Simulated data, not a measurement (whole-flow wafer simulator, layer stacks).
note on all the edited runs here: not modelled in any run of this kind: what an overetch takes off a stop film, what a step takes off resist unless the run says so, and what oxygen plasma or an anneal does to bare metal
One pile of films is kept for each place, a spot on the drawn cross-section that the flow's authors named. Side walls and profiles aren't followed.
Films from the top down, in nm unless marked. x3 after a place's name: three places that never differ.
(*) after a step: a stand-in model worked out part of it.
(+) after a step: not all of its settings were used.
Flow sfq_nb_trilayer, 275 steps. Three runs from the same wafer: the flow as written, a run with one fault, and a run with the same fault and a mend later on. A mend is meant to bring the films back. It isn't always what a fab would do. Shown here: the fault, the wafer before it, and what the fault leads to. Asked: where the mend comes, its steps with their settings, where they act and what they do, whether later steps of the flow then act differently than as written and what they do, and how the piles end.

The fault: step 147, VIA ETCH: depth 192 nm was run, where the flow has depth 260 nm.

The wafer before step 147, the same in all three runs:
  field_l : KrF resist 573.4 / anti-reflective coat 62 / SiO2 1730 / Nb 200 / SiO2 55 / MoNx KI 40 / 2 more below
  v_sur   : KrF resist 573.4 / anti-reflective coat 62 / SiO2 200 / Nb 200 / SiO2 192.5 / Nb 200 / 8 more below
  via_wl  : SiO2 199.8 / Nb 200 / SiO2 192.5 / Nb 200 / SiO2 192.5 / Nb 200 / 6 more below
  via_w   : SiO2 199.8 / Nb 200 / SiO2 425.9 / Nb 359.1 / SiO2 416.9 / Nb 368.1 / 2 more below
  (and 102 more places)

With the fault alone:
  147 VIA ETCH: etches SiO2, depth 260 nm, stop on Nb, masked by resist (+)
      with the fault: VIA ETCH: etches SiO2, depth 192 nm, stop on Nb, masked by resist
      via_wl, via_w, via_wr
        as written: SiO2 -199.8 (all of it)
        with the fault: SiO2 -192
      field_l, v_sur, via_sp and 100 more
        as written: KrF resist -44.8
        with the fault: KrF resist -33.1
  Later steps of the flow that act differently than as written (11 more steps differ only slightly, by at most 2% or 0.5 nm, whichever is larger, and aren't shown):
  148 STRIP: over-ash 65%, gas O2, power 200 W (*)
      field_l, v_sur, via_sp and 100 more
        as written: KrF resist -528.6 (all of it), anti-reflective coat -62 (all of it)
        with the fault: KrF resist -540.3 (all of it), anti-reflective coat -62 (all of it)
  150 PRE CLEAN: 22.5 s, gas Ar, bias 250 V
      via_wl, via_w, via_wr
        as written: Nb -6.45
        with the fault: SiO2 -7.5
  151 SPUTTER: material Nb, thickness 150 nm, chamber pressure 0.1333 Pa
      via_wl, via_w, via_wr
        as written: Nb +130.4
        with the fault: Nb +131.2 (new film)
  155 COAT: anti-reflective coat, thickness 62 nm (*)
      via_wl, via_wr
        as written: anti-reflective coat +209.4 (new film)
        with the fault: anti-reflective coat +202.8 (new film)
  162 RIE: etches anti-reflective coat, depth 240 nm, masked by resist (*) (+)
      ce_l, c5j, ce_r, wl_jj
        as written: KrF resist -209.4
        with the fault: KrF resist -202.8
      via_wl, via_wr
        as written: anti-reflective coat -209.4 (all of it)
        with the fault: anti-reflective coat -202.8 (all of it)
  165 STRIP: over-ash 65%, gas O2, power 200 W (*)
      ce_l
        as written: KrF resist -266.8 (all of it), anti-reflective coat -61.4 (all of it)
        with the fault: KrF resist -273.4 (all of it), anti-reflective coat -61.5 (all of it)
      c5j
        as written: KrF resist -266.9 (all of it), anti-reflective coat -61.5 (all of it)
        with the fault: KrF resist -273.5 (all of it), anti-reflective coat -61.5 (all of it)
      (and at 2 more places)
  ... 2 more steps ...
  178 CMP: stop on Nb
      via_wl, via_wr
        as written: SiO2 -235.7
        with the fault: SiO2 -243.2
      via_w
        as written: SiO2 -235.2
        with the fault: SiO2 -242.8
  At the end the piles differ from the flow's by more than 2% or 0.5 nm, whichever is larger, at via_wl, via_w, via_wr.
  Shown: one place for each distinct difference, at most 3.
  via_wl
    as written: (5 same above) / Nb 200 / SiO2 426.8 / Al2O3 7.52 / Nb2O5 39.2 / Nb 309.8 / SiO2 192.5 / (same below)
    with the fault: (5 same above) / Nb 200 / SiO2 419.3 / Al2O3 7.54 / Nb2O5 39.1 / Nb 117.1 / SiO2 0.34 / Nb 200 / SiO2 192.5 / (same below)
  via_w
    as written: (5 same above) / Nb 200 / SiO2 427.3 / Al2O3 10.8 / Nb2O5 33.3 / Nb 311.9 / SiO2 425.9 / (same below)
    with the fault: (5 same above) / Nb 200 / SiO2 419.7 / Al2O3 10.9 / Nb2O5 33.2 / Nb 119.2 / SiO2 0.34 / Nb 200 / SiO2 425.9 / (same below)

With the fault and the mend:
  The mend comes after step 147.
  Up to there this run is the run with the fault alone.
  147a VIA ETCH: etches SiO2, depth 68 nm, stop on Nb, masked by resist (+) (the flow's step 147 once more, with other settings)
      field_l, v_sur, via_sp and 100 more
        KrF resist -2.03
      via_wl, via_w, via_wr
        SiO2 -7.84 (all of it)
  No later step of the flow acts differently than as written, at any place that is followed, by more than 2% or 0.5 nm, whichever is larger.
  At the end the piles are the same as the flow's at every place that both follow.
